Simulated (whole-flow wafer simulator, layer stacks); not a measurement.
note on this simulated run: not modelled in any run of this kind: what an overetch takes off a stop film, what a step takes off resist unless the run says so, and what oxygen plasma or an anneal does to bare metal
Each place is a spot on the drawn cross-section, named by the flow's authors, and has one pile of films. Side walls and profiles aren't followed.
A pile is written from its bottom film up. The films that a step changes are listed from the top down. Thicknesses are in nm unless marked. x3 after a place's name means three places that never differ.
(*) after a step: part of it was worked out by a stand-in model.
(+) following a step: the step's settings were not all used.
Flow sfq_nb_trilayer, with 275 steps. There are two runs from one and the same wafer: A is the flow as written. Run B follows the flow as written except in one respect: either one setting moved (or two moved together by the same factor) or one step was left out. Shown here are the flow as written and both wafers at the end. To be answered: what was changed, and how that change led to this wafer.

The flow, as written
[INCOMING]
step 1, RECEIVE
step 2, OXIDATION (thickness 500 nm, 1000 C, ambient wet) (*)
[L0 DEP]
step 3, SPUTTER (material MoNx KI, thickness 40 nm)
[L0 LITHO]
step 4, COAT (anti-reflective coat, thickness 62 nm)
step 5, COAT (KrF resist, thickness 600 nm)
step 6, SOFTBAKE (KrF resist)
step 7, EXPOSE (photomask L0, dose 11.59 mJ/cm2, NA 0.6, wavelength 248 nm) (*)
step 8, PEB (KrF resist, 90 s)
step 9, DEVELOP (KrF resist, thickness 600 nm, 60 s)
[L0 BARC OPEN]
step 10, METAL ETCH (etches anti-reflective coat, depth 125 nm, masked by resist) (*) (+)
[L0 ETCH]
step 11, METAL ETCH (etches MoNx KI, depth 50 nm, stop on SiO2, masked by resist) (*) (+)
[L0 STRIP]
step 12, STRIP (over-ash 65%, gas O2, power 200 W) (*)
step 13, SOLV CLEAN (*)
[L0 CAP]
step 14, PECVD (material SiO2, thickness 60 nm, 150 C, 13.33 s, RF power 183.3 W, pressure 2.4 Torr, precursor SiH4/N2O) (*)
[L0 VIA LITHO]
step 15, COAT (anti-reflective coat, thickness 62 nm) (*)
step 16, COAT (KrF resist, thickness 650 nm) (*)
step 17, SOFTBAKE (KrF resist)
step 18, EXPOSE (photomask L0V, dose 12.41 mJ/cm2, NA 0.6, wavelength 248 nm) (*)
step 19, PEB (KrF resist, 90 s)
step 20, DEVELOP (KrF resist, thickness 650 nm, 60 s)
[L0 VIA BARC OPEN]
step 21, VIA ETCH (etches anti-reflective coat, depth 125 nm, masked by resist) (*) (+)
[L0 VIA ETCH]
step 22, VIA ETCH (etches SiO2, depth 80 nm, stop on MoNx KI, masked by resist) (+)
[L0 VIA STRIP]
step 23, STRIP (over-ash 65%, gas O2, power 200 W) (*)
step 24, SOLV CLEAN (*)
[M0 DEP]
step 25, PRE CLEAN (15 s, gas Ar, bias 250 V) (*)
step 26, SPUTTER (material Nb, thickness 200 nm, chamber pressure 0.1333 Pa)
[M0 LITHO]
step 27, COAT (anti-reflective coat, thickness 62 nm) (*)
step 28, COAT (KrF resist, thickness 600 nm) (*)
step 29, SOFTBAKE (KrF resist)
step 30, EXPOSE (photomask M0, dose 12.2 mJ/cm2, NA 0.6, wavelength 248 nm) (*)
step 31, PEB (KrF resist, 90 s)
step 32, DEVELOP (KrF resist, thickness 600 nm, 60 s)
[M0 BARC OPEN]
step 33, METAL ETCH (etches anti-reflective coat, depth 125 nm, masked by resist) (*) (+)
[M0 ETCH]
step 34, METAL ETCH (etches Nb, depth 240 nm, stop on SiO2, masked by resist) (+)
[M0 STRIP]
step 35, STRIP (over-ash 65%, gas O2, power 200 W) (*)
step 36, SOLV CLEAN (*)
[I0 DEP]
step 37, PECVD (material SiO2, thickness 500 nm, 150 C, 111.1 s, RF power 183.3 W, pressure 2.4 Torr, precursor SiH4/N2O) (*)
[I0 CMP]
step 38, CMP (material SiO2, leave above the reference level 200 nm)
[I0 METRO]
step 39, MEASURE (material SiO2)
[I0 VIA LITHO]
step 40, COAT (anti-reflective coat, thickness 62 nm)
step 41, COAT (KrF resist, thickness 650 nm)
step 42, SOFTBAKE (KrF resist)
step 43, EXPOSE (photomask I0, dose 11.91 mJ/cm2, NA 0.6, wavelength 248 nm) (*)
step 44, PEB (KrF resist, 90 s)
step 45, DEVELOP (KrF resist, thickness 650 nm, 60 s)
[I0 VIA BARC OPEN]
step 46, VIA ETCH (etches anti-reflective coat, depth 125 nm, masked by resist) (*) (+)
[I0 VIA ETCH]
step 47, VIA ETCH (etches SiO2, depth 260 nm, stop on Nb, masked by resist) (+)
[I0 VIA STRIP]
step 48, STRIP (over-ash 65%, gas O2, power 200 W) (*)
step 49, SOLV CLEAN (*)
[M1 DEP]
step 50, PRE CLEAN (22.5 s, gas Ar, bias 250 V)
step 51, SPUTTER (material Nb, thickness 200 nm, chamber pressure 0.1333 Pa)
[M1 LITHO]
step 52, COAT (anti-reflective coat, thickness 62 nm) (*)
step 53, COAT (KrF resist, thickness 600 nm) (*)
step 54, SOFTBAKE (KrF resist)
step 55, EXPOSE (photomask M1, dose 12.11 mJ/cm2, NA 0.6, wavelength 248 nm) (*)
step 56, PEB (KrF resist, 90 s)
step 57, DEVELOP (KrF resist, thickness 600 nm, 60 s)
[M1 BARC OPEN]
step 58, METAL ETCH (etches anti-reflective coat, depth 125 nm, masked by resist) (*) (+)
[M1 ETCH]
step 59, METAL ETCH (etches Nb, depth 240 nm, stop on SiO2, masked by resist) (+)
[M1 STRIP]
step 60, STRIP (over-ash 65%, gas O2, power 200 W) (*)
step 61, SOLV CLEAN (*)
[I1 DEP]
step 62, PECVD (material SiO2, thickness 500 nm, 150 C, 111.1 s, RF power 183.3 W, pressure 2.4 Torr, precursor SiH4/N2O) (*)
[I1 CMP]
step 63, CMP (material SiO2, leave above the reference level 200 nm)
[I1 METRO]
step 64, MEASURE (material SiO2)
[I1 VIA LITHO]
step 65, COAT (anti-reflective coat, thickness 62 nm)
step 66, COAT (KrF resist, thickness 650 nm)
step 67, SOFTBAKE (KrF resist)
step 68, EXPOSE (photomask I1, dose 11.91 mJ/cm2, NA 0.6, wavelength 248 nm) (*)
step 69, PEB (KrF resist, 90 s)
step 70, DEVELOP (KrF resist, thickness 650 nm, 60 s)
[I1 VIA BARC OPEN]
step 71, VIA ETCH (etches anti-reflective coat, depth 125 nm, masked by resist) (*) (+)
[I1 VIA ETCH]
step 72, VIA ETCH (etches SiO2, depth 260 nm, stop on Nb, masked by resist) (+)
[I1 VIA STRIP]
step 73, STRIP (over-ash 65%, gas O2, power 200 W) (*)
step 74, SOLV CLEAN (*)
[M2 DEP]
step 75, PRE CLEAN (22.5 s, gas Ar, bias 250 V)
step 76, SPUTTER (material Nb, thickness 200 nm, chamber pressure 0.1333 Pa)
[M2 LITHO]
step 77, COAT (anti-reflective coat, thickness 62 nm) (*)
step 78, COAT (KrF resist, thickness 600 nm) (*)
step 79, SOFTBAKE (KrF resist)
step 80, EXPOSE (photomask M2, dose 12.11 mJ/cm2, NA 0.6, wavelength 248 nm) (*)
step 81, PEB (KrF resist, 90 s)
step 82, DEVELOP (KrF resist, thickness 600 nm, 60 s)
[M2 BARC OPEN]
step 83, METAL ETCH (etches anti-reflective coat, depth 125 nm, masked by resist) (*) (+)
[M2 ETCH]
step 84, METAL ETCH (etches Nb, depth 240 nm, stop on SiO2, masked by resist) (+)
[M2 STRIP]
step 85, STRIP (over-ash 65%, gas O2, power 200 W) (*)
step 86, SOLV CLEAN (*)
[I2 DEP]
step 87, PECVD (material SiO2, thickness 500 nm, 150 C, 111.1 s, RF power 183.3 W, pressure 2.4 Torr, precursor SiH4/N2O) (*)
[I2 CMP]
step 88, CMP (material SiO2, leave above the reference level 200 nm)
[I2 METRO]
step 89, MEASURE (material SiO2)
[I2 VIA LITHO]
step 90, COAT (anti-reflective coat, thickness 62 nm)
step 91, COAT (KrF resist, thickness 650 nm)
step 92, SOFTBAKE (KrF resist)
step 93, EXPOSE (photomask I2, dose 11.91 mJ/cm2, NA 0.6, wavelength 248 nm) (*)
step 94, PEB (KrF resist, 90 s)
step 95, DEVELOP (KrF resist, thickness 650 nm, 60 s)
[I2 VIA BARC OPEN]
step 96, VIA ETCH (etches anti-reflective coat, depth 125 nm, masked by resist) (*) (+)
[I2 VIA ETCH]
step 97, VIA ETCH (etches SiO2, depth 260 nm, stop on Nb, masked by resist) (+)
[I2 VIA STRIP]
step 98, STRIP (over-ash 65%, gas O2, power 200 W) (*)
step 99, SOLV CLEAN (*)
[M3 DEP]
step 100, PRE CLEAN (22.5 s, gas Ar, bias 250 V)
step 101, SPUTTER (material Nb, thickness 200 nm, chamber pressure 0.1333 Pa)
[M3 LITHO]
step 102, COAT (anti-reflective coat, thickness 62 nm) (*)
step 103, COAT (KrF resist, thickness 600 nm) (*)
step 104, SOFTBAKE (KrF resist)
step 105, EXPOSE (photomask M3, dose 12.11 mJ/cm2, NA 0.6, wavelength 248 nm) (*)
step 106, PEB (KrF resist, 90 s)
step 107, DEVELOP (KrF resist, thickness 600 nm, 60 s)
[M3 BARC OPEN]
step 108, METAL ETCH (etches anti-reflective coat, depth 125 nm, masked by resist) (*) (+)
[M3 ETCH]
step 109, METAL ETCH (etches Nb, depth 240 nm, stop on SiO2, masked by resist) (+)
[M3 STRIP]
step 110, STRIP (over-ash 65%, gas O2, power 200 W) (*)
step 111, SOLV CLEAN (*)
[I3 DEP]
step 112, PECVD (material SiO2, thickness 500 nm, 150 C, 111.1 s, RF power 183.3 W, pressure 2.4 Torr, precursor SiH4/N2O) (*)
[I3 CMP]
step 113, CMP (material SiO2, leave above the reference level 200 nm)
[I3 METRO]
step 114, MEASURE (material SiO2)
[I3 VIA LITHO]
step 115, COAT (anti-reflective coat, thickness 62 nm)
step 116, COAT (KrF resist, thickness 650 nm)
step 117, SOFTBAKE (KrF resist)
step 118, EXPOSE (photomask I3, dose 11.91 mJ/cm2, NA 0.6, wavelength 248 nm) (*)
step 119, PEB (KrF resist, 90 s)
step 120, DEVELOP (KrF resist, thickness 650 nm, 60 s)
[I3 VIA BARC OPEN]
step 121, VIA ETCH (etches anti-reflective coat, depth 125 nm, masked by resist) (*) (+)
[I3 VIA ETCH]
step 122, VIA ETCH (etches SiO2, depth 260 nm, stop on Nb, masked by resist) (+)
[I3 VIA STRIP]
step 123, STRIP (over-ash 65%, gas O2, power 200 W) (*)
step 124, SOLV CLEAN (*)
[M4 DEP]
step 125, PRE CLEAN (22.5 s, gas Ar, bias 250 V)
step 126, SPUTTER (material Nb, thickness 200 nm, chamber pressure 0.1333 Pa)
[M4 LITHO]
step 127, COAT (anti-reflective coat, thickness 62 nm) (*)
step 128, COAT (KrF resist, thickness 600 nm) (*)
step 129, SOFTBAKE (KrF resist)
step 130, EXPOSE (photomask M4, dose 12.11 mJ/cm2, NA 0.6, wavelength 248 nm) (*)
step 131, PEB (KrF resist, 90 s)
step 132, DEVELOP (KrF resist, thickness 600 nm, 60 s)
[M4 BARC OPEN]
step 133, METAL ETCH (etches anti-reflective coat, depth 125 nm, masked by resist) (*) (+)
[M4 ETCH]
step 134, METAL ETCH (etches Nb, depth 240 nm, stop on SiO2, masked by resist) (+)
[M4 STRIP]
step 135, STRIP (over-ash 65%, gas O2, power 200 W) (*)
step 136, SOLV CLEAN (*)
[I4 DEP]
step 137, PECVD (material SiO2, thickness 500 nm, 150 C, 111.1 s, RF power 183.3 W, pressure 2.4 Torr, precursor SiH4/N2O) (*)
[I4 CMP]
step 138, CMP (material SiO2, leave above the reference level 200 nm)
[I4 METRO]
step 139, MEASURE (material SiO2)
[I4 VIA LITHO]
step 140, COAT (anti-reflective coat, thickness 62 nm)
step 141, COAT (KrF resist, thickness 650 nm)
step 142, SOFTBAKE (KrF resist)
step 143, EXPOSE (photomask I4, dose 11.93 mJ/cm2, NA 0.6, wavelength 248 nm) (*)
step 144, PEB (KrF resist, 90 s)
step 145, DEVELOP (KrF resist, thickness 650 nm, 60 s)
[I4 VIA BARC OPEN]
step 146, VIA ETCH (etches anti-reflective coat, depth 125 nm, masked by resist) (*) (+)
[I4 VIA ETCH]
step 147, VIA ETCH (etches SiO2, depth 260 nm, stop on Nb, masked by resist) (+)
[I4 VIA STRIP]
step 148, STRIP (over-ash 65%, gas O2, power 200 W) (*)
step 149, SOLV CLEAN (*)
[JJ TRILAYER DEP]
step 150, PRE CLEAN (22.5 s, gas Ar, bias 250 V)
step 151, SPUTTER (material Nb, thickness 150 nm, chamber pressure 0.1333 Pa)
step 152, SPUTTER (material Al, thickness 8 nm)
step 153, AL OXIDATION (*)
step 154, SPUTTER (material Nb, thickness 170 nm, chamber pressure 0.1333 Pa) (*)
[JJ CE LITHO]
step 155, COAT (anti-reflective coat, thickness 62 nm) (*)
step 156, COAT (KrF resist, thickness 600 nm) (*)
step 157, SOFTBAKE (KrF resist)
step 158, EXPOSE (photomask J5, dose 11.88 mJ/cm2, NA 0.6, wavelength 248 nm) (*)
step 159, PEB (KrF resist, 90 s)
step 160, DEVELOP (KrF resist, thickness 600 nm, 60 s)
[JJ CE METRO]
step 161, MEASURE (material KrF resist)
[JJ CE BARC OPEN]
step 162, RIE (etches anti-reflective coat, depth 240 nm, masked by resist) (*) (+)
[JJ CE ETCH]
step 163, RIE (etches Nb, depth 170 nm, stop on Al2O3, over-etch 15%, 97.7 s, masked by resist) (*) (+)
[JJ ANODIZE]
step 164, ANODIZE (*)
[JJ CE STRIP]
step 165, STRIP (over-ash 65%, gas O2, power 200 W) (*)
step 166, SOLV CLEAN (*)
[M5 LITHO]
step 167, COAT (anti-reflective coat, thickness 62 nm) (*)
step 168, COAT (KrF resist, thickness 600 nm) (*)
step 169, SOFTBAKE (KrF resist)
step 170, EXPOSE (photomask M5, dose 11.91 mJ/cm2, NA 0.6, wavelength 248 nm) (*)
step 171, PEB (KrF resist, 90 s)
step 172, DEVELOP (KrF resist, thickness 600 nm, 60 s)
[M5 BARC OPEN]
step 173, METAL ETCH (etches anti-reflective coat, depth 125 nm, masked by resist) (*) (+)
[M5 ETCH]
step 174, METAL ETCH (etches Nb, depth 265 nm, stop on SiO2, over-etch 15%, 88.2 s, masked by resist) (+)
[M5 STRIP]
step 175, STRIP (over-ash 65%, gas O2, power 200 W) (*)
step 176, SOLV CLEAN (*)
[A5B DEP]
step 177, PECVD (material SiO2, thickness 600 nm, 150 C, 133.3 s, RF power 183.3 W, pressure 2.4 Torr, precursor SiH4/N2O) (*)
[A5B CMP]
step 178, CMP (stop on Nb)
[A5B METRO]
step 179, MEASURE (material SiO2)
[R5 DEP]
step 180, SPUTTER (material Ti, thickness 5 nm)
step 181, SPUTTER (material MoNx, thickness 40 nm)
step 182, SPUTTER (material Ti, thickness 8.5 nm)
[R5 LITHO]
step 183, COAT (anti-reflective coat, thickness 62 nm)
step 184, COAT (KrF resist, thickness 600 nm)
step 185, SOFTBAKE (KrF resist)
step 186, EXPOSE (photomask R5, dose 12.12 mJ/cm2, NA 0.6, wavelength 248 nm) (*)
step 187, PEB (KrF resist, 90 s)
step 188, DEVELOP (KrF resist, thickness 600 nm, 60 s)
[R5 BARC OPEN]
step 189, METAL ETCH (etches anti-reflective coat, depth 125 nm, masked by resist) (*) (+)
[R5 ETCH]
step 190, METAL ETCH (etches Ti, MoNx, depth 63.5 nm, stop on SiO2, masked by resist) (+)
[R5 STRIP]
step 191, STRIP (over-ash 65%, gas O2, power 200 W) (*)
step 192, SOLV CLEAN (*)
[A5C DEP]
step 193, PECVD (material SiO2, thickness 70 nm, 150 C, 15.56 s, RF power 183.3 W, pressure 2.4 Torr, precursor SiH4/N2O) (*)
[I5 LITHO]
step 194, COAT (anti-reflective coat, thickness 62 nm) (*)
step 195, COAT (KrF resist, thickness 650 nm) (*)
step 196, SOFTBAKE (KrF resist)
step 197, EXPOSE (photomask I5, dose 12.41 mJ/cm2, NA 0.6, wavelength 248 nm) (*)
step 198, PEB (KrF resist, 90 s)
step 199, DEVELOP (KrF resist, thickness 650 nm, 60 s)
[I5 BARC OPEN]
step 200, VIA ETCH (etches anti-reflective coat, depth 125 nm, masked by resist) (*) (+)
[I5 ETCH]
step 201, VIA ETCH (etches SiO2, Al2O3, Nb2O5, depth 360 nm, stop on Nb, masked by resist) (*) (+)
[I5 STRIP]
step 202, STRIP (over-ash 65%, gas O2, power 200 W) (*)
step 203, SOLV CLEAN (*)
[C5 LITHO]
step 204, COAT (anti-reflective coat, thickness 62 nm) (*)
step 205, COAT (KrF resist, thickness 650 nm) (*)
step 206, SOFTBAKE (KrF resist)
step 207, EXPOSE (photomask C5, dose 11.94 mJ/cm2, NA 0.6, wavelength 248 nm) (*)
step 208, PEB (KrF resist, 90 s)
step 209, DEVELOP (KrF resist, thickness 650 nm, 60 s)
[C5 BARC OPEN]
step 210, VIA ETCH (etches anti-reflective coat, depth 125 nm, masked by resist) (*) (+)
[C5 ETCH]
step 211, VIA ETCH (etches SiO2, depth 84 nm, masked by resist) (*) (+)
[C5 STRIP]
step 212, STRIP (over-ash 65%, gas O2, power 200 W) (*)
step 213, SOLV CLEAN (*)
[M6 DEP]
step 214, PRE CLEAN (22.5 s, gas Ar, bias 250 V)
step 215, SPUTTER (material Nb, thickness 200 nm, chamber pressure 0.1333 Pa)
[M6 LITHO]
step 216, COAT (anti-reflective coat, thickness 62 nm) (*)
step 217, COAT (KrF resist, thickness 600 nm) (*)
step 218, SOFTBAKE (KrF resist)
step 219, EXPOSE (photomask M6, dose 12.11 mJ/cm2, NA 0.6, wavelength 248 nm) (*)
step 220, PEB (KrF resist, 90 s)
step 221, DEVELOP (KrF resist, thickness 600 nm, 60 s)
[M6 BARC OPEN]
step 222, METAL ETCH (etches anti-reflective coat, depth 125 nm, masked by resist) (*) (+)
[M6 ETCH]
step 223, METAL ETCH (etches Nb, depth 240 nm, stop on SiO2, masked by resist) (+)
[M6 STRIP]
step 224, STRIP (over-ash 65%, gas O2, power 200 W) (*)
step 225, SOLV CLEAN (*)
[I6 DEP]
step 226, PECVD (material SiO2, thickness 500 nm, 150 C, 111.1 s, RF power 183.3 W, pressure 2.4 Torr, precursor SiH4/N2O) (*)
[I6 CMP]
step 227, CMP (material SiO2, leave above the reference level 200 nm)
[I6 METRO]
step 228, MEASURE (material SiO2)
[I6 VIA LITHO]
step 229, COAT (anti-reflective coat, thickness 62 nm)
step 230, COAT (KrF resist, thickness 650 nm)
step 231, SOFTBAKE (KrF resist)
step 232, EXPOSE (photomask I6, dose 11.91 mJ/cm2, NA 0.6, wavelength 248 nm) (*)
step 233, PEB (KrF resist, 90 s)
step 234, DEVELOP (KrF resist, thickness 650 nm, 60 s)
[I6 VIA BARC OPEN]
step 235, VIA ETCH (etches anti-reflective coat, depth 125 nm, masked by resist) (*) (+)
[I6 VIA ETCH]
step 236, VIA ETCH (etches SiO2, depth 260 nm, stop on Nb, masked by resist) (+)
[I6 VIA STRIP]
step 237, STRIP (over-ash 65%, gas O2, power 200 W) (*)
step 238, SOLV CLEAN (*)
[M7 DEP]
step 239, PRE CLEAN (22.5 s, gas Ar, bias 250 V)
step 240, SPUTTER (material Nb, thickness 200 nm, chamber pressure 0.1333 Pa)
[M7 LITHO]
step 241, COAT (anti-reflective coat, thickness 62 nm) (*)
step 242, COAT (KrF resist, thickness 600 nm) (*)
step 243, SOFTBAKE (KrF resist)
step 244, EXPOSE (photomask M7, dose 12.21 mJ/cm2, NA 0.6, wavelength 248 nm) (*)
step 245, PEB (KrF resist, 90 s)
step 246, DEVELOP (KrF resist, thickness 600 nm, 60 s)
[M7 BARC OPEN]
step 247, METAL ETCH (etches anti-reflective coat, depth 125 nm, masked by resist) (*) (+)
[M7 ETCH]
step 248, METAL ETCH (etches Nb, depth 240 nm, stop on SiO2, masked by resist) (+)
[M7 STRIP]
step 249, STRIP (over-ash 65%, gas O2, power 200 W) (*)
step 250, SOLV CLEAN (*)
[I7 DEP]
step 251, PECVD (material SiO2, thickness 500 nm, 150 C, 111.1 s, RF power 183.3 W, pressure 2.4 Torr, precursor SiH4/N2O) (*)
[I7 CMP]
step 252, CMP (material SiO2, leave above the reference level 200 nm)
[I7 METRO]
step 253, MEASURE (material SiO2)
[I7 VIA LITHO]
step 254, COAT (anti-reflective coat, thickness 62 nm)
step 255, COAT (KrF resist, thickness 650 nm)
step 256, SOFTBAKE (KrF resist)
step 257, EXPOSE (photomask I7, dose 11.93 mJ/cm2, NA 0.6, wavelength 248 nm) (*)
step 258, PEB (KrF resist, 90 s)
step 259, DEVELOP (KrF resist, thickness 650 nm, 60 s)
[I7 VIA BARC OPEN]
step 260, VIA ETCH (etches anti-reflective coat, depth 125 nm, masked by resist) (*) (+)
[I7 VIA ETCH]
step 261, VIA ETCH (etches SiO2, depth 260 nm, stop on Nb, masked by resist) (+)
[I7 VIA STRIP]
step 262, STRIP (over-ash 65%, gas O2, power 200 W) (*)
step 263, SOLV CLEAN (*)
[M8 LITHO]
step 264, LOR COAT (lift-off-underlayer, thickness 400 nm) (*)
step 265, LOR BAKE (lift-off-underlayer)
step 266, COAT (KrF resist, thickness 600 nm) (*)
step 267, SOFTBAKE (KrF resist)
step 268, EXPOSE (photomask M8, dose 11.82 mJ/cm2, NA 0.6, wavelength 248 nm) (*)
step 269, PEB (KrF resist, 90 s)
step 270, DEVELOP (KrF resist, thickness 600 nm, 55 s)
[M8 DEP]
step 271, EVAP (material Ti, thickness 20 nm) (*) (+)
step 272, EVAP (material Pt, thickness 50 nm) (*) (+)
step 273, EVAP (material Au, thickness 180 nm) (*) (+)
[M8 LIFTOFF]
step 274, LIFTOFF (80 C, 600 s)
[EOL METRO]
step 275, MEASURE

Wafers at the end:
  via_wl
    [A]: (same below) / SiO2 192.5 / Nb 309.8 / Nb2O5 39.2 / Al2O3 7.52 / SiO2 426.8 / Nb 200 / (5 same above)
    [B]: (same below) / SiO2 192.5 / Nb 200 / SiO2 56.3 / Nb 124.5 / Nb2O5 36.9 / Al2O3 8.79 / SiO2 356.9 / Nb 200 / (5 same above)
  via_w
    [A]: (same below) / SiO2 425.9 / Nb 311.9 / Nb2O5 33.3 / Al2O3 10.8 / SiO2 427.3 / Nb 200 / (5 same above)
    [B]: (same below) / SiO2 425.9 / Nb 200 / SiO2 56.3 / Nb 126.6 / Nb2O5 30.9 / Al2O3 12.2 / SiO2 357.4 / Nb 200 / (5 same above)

What caused this: step 147, VIA ETCH: depth 136 nm was run, though the flow has depth 260 nm.

How this came from the change, step by step:
  step 147, VIA ETCH (etches SiO2, depth 260 nm, stop on Nb, masked by resist) (+)
      via_wl, via_w, via_wr: A SiO2 loses 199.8 (all of it) | B SiO2 loses 136
      field_l, v_sur, via_sp and 100 more: A KrF resist loses 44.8 | B KrF resist loses 23.4
  step 148, STRIP (over-ash 65%, gas O2, power 200 W) (*)
      field_l, v_sur, via_sp and 100 more: A KrF resist loses 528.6 (all of it), anti-reflective coat loses 62 (all of it) | B KrF resist loses 550 (all of it), anti-reflective coat loses 62 (all of it)
  step 150, PRE CLEAN (22.5 s, gas Ar, bias 250 V)
      via_wl, via_w, via_wr: A Nb loses 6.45 | B SiO2 loses 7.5
  step 151, SPUTTER (material Nb, thickness 150 nm, chamber pressure 0.1333 Pa)
      via_wl, via_w, via_wr: A Nb gains 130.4 | B Nb gains 137.7 (new film)
  step 152, SPUTTER (material Al, thickness 8 nm)
      via_wl, via_wr: A Al gains 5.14 (new film) | B Al gains 5.91 (new film)
      via_w: A Al gains 7.12 (new film) | B Al gains 7.74 (new film)
  step 154, SPUTTER (material Nb, thickness 170 nm, chamber pressure 0.1333 Pa) (*)
      via_wl, via_wr: A Nb gains 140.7 (new film) | B Nb gains 121 (new film)
      via_w: A Nb gains 141 (new film) | B Nb gains 164.7 (new film)
  step 155, COAT (anti-reflective coat, thickness 62 nm) (*)
      via_wl, via_wr: A anti-reflective coat gains 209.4 (new film) | B anti-reflective coat gains 196.3 (new film)
      v_sur: A anti-reflective coat gains 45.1 (new film) | B anti-reflective coat gains 48.1 (new film)
      (also at 2 further places)
  step 156, COAT (KrF resist, thickness 600 nm) (*)
      via_wl: A KrF resist gains 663 (new film) | B KrF resist gains 640.5 (new film)
      via_w: A KrF resist gains 763.8 (new film) | B KrF resist gains 693.2 (new film)
      (also at 1 further place)
  step 160, DEVELOP (KrF resist, thickness 600 nm, 60 s)
      via_wl: A KrF resist loses 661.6 (all of it) | B KrF resist loses 639.2 (all of it)
      via_w: A KrF resist loses 762.1 (all of it) | B KrF resist loses 691.7 (all of it)
      (also at 1 further place)
  step 162, RIE (etches anti-reflective coat, depth 240 nm, masked by resist) (*) (+)
      ce_l, c5j, ce_r, wl_jj: A KrF resist loses 209.4 | B KrF resist loses 196.3
      via_wl, via_wr: A anti-reflective coat loses 209.4 (all of it) | B anti-reflective coat loses 196.3 (all of it)
      (also at 3 further places)
  step 163, RIE (etches Nb, depth 170 nm, stop on Al2O3, over-etch 15%, 97.7 s, masked by resist) (*) (+)
      via_w: A Nb loses 141 (all of it), Al2O3 loses 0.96 (all of it) | B Nb loses 164.7 (all of it), Al2O3 loses 0.62
      via_wl, via_wr: A Nb loses 140.7 (all of it), Al2O3 loses 0.96 (all of it) | B Nb loses 121 (all of it), Al2O3 loses 0.96 (all of it)
  step 164, ANODIZE (*)
      via_w: A Al2O3 gains 10.8 (new film), Nb2O5 gains 33.3 (new film), Al loses 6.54 (all of it), Nb loses 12 | B Al2O3 gains 11.8, Nb2O5 gains 30.9 (new film), Al loses 7.16 (all of it), Nb loses 11.1
      via_wl, via_wr: A Al2O3 gains 7.52 (new film), Nb2O5 gains 39.2 (new film), Al loses 4.56 (all of it), Nb loses 14.1 | B Al2O3 gains 8.79 (new film), Nb2O5 gains 36.9 (new film), Al loses 5.33 (all of it), Nb loses 13.3
  step 165, STRIP (over-ash 65%, gas O2, power 200 W) (*)
      ce_l: A KrF resist loses 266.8 (all of it), anti-reflective coat loses 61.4 (all of it) | B KrF resist loses 280.4 (all of it), anti-reflective coat loses 61.7 (all of it)
      c5j: A KrF resist loses 266.9 (all of it), anti-reflective coat loses 61.5 (all of it) | B KrF resist loses 280.4 (all of it), anti-reflective coat loses 61.7 (all of it)
      (also at 2 further places)
  step 167, COAT (anti-reflective coat, thickness 62 nm) (*)
      via_wl: A anti-reflective coat gains 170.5 (new film) | B anti-reflective coat gains 120.1 (new film)
      via_w: A anti-reflective coat gains 84.1 (new film) | B anti-reflective coat gains 74.8 (new film)
      (also at 1 further place)
  step 168, COAT (KrF resist, thickness 600 nm) (*)
      via_w: A KrF resist gains 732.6 (new film) | B KrF resist gains 690 (new film)
  step 175, STRIP (over-ash 65%, gas O2, power 200 W) (*)
      v_sur: A KrF resist loses 349.2 (all of it), anti-reflective coat loses 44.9 (all of it) | B KrF resist loses 359.8 (all of it), anti-reflective coat loses 44.6 (all of it)
      via_wl: A KrF resist loses 427 (all of it), anti-reflective coat loses 170.5 (all of it) | B KrF resist loses 422.2 (all of it), anti-reflective coat loses 120.1 (all of it)
      (also at 3 further places)
  step 178, CMP (stop on Nb)
      via_wl, via_wr: A SiO2 loses 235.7 | B SiO2 loses 305.6
      via_w: A SiO2 loses 235.2 | B SiO2 loses 305.1
With metal films that touch counted as one body, via_wl has 8 bodies (between them, from the top down: SiO2 192.5; SiO2 356.9 / Al2O3 8.79 / Nb2O5 36.9; SiO2 56.3; SiO2 192.5; SiO2 192.5; SiO2 192.5; SiO2 192.5); the flow as written gives 7 bodies (between them, from the top down: SiO2 192.5; SiO2 426.8 / Al2O3 7.52 / Nb2O5 39.2; SiO2 192.5; SiO2 192.5; SiO2 192.5; SiO2 192.5).
With metal films that touch counted as one body, via_w has 6 bodies (between them, from the top down: SiO2 192.5; SiO2 357.4 / Al2O3 12.2 / Nb2O5 30.9; SiO2 56.3; SiO2 425.9; SiO2 416.9); the flow as written gives 5 bodies (between them, from the top down: SiO2 192.5; SiO2 427.3 / Al2O3 10.8 / Nb2O5 33.3; SiO2 425.9; SiO2 416.9).
